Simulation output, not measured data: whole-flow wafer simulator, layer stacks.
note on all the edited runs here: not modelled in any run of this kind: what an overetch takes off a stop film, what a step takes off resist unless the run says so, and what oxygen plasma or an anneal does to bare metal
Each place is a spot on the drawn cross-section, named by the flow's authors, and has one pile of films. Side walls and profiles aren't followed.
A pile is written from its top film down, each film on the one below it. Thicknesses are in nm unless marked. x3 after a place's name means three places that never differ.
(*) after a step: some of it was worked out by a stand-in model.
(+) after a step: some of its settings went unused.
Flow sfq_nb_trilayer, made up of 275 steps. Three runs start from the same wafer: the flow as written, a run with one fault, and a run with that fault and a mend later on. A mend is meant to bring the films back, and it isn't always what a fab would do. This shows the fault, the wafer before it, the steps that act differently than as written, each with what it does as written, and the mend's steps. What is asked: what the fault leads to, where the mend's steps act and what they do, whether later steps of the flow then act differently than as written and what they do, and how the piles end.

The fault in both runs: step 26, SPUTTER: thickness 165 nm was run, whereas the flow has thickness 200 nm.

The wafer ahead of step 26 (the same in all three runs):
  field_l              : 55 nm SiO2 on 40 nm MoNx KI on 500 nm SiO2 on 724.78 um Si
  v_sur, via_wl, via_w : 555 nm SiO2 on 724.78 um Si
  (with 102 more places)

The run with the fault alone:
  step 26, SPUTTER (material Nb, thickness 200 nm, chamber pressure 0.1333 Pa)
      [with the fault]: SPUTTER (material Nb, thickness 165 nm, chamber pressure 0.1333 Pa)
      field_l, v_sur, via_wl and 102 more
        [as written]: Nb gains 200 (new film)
        [with the fault]: Nb gains 165 (new film)
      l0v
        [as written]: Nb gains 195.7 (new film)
        [with the fault]: Nb gains 160.7 (new film)
  Later steps of the flow acting differently than as written (not shown: 4 more steps that differ only slightly, by at most 2% or 0.5 nm, whichever is larger):
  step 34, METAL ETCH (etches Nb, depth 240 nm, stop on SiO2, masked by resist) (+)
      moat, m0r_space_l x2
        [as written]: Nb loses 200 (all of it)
        [with the fault]: Nb loses 165 (all of it)
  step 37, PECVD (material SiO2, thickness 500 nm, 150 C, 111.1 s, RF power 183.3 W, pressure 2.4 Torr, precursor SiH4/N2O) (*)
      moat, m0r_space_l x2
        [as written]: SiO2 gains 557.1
        [with the fault]: SiO2 gains 522.1
  The piles end different from the flow's at field_l, v_sur, via_wl and 100 more by more than 2% or 0.5 nm, whichever is larger.
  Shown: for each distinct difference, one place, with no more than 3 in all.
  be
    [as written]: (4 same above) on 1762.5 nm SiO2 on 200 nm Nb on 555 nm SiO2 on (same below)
    [with the fault]: (4 same above) on 1762.5 nm SiO2 on 165 nm Nb on 555 nm SiO2 on (same below)
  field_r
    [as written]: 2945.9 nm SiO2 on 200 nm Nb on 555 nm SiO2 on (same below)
    [with the fault]: 2945.9 nm SiO2 on 165 nm Nb on 555 nm SiO2 on (same below)
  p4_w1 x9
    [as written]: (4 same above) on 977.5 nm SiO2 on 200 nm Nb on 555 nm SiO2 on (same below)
    [with the fault]: (4 same above) on 977.5 nm SiO2 on 165 nm Nb on 555 nm SiO2 on (same below)

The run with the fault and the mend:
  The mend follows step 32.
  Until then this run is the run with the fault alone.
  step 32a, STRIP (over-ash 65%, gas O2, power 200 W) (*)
      p4_fl x3, p4_w1 x9, p4_g1 x2 and 57 more
        KrF resist loses 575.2 (all of it), anti-reflective coat loses 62 (all of it)
      jj_sur, ce_l, c5j and 6 more
        KrF resist loses 581.9 (all of it), anti-reflective coat loses 63.6 (all of it)
      be, lsp_l
        KrF resist loses 582.2 (all of it), anti-reflective coat loses 63.7 (all of it)
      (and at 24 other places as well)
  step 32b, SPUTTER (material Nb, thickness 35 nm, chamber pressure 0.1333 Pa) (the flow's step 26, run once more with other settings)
      field_l, via_wl, via_w and 100 more
        Nb gains 35
      v_sur
        Nb gains 33.8
      lsp_r
        Nb gains 34.4
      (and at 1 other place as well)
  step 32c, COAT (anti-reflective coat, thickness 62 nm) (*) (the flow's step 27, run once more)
      p4_fl x3, p4_w1 x9, p4_g1 x2 and 59 more
        anti-reflective coat gains 62 (new film)
      gap, jj_sur, ce_l and 8 more
        anti-reflective coat gains 63.6 (new film)
      via_v, wire, ln_m5, lsp_m, ln_m6
        anti-reflective coat gains 63.8 (new film)
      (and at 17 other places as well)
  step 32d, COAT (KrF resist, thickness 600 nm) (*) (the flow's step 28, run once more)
      p4_fl x3, p4_w1 x9, p4_g1 x2 and 59 more
        KrF resist gains 600 (new film)
      jj_sur, ce_l, c5j, res, r_end
        KrF resist gains 606.7 (new film)
      ce_r, sp_r, be_r, r_sur
        KrF resist gains 606.6 (new film)
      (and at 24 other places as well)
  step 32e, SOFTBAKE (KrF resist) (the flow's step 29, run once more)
      leaves every film unchanged at each place that is followed
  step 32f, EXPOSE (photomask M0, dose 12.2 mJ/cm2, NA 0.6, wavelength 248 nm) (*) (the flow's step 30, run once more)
      leaves every film unchanged at each place that is followed
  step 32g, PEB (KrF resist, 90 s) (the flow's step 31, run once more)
      p4_fl x3, p4_w1 x9, p4_g1 x2 and 62 more
        KrF resist loses 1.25
      v_sur, via_wr, via_sp and 21 more
        KrF resist loses 1.27
      field_l, l0_sur
        KrF resist loses 1.23
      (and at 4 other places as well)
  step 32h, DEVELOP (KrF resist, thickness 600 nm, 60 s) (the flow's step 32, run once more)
      field_l, v_sur, via_wl and 100 more
        KrF resist loses 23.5
      m0r_space_l x2
        KrF resist loses 598.7 (all of it)
      moat
        KrF resist loses 605.5 (all of it)
  Later steps of the flow that are run all act as written at every place that is followed, up to a difference of at most 2% or 0.5 nm, whichever is larger.
  When the end is reached, the piles differ only a little from the flow's at the places that both follow, at most by 2% or 0.5 nm, whichever is larger.
